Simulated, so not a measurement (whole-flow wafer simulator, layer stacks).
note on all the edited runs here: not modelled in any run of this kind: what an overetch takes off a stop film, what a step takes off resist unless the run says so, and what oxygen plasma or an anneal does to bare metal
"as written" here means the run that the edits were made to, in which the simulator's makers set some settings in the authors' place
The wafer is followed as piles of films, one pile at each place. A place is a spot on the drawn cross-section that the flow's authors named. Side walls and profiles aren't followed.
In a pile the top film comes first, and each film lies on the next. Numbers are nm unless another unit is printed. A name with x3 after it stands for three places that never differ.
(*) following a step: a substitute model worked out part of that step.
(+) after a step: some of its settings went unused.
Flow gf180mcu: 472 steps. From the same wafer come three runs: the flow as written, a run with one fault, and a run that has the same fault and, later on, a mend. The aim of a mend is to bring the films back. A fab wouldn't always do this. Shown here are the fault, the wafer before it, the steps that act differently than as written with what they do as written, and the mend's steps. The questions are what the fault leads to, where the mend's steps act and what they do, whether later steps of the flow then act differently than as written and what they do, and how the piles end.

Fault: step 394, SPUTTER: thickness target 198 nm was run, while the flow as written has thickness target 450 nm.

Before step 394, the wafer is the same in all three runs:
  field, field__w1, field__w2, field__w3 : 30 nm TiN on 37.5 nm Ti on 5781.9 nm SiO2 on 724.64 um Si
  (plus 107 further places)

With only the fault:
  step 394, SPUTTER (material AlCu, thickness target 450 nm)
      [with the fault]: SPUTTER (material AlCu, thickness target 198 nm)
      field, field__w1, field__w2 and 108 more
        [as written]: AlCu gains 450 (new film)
        [with the fault]: AlCu gains 198 (new film)
  Steps further on in the flow that do not act as written (1 other step is not shown; it differs only slightly, by no more than 2% or 0.5 nm, whichever is larger):
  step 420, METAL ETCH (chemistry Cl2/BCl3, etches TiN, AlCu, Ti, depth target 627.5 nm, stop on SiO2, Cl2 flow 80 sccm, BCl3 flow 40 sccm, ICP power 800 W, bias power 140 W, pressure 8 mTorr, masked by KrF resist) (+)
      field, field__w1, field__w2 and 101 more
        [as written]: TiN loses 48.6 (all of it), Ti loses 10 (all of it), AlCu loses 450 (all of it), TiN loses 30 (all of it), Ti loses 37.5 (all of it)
        [with the fault]: TiN loses 48.6 (all of it), Ti loses 10 (all of it), AlCu loses 198 (all of it), TiN loses 30 (all of it), Ti loses 37.5 (all of it)
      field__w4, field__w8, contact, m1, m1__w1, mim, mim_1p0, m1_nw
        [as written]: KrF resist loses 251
        [with the fault]: KrF resist loses 194.4
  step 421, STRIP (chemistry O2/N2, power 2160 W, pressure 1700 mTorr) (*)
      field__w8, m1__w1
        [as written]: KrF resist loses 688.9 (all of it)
        [with the fault]: KrF resist loses 745.4 (all of it)
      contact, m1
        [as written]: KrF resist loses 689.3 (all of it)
        [with the fault]: KrF resist loses 745.9 (all of it)
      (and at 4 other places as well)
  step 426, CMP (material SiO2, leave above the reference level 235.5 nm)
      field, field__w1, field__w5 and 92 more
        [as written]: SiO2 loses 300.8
        [with the fault]: SiO2 loses 552.8
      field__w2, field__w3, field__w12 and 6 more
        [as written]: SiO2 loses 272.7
        [with the fault]: SiO2 loses 536.1
  By the end, the piles at field, field__w1, field__w2 and 109 more depart from the flow's by more than 2% or 0.5 nm, whichever is larger.
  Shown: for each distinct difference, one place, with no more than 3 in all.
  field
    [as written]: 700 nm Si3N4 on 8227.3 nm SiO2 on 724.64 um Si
    [with the fault]: 700 nm Si3N4 on 7975.3 nm SiO2 on 724.64 um Si
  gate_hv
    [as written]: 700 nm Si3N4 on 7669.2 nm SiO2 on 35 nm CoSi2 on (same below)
    [with the fault]: 700 nm Si3N4 on 7417.2 nm SiO2 on 35 nm CoSi2 on (same below)
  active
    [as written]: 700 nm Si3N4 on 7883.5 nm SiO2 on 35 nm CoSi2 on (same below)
    [with the fault]: 700 nm Si3N4 on 7631.5 nm SiO2 on 35 nm CoSi2 on (same below)

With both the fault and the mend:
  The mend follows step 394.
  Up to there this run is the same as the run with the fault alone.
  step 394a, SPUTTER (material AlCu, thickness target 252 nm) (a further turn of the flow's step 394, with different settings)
      field, field__w1, field__w2 and 108 more
        AlCu gains 252
  Later steps of the flow that are run all act as written at every place that is followed.
  At every place that both follow, the piles at the end match the flow's.
